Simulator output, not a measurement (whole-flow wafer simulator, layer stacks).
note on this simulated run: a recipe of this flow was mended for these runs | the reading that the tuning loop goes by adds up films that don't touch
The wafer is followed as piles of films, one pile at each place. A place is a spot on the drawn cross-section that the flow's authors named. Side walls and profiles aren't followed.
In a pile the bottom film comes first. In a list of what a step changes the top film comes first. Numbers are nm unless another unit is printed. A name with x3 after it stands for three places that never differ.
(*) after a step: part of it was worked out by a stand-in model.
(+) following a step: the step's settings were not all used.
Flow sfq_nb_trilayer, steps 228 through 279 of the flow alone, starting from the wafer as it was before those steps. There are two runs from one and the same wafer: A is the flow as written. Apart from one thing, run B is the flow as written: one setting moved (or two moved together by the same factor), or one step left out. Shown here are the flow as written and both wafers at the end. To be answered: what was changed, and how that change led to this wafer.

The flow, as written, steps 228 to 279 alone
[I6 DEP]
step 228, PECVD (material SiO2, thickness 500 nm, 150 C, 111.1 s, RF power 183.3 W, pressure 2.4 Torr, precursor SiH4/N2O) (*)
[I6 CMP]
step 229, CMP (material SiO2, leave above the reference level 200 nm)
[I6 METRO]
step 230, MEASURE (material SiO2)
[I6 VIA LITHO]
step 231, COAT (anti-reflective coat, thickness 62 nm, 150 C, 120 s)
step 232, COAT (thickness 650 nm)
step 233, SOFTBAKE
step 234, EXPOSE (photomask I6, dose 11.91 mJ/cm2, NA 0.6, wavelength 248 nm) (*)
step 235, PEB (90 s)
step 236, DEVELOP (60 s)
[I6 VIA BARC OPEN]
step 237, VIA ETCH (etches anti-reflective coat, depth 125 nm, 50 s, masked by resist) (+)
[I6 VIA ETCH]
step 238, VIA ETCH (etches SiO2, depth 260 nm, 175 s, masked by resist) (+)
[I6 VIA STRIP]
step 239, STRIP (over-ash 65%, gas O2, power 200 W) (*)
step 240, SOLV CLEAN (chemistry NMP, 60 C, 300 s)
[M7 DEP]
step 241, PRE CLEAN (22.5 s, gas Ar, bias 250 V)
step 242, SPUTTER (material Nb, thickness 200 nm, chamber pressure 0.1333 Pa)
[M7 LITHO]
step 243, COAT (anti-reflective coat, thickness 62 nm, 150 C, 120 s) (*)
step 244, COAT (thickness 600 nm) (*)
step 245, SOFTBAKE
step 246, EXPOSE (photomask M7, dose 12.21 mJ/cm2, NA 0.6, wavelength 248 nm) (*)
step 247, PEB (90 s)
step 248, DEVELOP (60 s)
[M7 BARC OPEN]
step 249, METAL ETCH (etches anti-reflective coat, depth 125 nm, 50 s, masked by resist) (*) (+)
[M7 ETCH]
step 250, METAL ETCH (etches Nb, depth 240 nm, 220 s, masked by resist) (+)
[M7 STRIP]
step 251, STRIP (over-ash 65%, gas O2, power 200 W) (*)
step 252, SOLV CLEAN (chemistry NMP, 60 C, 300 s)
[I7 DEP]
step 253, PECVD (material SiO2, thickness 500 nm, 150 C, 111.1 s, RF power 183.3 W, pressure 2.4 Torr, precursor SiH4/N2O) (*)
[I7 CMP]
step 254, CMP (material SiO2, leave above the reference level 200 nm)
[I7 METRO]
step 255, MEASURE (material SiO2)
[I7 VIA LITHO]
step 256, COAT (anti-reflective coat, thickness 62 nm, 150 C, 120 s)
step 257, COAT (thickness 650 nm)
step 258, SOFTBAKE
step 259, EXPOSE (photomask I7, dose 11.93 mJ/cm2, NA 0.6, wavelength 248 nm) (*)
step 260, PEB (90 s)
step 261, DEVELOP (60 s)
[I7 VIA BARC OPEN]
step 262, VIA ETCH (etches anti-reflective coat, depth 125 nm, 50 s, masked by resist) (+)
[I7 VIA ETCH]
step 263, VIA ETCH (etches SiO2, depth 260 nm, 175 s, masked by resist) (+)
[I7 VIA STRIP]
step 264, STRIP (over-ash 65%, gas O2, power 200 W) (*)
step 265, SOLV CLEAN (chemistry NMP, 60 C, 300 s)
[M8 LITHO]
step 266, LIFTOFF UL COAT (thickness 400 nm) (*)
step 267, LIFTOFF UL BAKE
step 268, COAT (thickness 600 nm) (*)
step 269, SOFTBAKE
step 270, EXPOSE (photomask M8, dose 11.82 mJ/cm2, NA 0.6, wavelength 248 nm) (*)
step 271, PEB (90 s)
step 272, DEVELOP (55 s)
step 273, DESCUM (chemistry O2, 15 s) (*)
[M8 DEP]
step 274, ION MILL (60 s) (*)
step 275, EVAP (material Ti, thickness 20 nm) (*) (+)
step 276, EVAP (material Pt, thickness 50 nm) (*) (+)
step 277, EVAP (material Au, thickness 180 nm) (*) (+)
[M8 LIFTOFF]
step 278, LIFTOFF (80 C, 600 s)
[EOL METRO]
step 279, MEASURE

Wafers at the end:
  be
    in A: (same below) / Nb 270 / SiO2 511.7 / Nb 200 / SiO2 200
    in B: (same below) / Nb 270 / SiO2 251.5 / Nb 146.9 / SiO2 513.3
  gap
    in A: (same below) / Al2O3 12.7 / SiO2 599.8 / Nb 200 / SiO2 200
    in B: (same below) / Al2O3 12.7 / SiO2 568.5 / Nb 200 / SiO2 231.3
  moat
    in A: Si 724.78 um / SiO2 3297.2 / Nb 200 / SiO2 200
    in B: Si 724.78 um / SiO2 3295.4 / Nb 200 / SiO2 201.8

What caused this: step 228, PECVD: thickness 407.4 nm was run, whereas the flow has thickness 500 nm; step 228, PECVD: 90.53 s was run, where the flow has 111.1 s.

The path from the change to this, step by step:
  step 228, PECVD (material SiO2, thickness 500 nm, 150 C, 111.1 s, RF power 183.3 W, pressure 2.4 Torr, precursor SiH4/N2O) (*)
      field_l, p4_fl, p4_fm and 62 more: A SiO2 gains 500 | B SiO2 gains 407.4
      v_sur, via_wl, via_w and 21 more: A SiO2 gains 500 (new film) | B SiO2 gains 407.4 (new film)
      (and at 17 other places as well)
  step 229, CMP (material SiO2, leave above the reference level 200 nm)
      moat, field_r, lsp_l, ln_m5, lsp_m: A SiO2 loses 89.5 | B nothing
      lsp_r, l0_sur, l0v: A SiO2 loses 87.7 | B nothing
      (and at 98 other places as well)
  step 231, COAT (anti-reflective coat, thickness 62 nm, 150 C, 120 s)
      via_sp: A anti-reflective coat gains 62 (new film) | B anti-reflective coat gains 66.9 (new film)
      via_v: A anti-reflective coat gains 62 (new film) | B anti-reflective coat gains 70.8 (new film)
      (and at 7 other places as well)
  step 232, COAT (thickness 650 nm)
      via_v: A KrF-resist-other-grade gains 650 (new film) | B KrF-resist-other-grade gains 634.4 (new film)
      be: A KrF-resist-other-grade gains 650 (new film) | B KrF-resist-other-grade gains 779 (new film)
  step 236, DEVELOP (60 s)
      via_v: A KrF-resist-other-grade loses 648.6 (all of it) | B KrF-resist-other-grade loses 633.1 (all of it)
  step 237, VIA ETCH (etches anti-reflective coat, depth 125 nm, 50 s, masked by resist) (+)
      via_v: A anti-reflective coat loses 62 (all of it), SiO2 loses 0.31 | B anti-reflective coat loses 70.8 (all of it), SiO2 loses 0.27
  step 239, STRIP (over-ash 65%, gas O2, power 200 W) (*)
      via_sp: A KrF-resist-other-grade loses 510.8 (all of it), anti-reflective coat loses 62 (all of it) | B KrF-resist-other-grade loses 504.2 (all of it), anti-reflective coat loses 66.9 (all of it)
      wire: A KrF-resist-other-grade loses 510.8 (all of it), anti-reflective coat loses 62 (all of it) | B KrF-resist-other-grade loses 513 (all of it), anti-reflective coat loses 40.3 (all of it)
      (and at 6 other places as well)
  step 242, SPUTTER (material Nb, thickness 200 nm, chamber pressure 0.1333 Pa)
      be: A Nb gains 200 (new film) | B Nb gains 146.9 (new film)
  step 243, COAT (anti-reflective coat, thickness 62 nm, 150 C, 120 s) (*)
      wire: A anti-reflective coat gains 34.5 (new film) | B anti-reflective coat gains 47 (new film)
      be: A anti-reflective coat gains 68.4 (new film) | B anti-reflective coat gains 207.5 (new film)
      (and at 3 other places as well)
  step 244, COAT (thickness 600 nm) (*)
      wire: A KrF-resist-other-grade gains 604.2 (new film) | B KrF-resist-other-grade gains 574.5 (new film)
      be: A KrF-resist-other-grade gains 585.4 (new film) | B KrF-resist-other-grade gains 726.2 (new film)
  step 251, STRIP (over-ash 65%, gas O2, power 200 W) (*)
      wire: A KrF-resist-other-grade loses 368.8 (all of it), anti-reflective coat loses 34.5 (all of it) | B KrF-resist-other-grade loses 339.1 (all of it), anti-reflective coat loses 47 (all of it)
      be: A KrF-resist-other-grade loses 350 (all of it), anti-reflective coat loses 68.4 (all of it) | B KrF-resist-other-grade loses 490.5 (all of it), anti-reflective coat loses 207.5 (all of it)
      (and at 4 other places as well)
  step 253, PECVD (material SiO2, thickness 500 nm, 150 C, 111.1 s, RF power 183.3 W, pressure 2.4 Torr, precursor SiH4/N2O) (*)
      be: A SiO2 gains 500 (new film) | B SiO2 gains 670.4 (new film)
  step 254, CMP (material SiO2, leave above the reference level 200 nm)
      field_r, lsp_l: A SiO2 loses 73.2 | B SiO2 loses 71.4
      l0_sur, l0v: A SiO2 loses 83.6 | B SiO2 loses 80.4
      (and at 2 other places as well)
